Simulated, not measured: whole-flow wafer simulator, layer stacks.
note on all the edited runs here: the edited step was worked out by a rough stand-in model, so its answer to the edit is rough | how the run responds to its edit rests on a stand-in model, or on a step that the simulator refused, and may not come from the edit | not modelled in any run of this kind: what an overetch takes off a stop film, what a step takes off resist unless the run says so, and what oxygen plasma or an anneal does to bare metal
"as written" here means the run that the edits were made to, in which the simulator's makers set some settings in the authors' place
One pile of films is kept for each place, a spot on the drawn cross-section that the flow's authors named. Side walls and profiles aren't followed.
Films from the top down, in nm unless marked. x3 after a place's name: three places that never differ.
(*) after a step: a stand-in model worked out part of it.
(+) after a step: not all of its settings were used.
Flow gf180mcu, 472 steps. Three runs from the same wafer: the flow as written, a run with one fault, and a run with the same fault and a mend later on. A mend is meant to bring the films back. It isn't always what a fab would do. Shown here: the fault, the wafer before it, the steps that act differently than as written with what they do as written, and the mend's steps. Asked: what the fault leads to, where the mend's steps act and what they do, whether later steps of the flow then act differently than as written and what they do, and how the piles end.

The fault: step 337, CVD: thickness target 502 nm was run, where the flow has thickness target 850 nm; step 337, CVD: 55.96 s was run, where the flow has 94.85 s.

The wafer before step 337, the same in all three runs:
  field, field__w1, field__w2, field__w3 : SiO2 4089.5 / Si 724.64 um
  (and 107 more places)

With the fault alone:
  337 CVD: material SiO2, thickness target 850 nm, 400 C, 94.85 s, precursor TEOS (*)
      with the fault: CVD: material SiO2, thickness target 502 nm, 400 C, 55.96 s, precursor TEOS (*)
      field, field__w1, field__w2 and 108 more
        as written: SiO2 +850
        with the fault: SiO2 +509
  Later steps of the flow that act differently than as written (6 more steps differ only slightly, by at most 2% or 0.5 nm, whichever is larger, and aren't shown):
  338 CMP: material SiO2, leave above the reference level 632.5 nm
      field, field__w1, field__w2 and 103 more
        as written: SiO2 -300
        with the fault: nothing
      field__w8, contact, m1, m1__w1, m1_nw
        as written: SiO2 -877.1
        with the fault: SiO2 -536.1
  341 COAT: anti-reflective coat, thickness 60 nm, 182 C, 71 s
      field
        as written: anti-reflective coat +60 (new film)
        with the fault: anti-reflective coat +76.2 (new film)
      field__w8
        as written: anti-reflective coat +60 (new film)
        with the fault: anti-reflective coat +36.9 (new film)
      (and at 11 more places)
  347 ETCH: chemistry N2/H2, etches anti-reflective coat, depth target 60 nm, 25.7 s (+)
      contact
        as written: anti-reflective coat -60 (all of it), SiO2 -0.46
        with the fault: anti-reflective coat -37.6 (all of it), SiO2 -1.04
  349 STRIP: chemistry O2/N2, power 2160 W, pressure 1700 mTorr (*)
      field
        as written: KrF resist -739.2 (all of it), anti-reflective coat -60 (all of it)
        with the fault: KrF resist -731.1 (all of it), anti-reflective coat -76.2 (all of it)
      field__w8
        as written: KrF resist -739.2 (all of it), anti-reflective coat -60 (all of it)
        with the fault: KrF resist -735.2 (all of it), anti-reflective coat -36.9 (all of it)
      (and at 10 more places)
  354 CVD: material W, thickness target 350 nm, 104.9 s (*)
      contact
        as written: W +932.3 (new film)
        with the fault: W +890.9 (new film)
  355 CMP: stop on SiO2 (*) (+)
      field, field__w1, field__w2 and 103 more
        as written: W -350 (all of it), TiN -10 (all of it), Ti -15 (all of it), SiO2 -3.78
        with the fault: W -350 (all of it), TiN -4
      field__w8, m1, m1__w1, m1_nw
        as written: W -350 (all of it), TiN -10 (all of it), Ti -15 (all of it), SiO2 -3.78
        with the fault: W -350 (all of it), TiN -10 (all of it), Ti -15 (all of it), SiO2 -20
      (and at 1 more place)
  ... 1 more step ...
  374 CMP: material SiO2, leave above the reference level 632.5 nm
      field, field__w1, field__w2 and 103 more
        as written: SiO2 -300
        with the fault: SiO2 -279
  At the end the piles differ from the flow's by more than 2% or 0.5 nm, whichever is larger, at field__w8, contact, m1, m1__w1, m1_nw.
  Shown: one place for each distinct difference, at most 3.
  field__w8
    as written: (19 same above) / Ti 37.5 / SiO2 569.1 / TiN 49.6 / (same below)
    with the fault: (19 same above) / Ti 37.5 / SiO2 552.9 / TiN 49.6 / (same below)
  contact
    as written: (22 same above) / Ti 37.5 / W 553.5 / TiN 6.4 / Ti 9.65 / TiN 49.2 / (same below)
    with the fault: (22 same above) / Ti 37.5 / W 536.9 / TiN 6.56 / Ti 9.89 / TiN 49.2 / (same below)

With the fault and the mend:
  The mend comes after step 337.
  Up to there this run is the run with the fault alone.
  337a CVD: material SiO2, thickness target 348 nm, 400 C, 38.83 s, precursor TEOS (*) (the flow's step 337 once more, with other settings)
      field, field__w1, field__w2 and 108 more
        SiO2 +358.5
  Later steps of the flow that act differently than as written:
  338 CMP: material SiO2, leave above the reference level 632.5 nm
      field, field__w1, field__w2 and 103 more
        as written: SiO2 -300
        with the mend: SiO2 -317.5
  At the end the piles are the same as the flow's at every place that both follow.
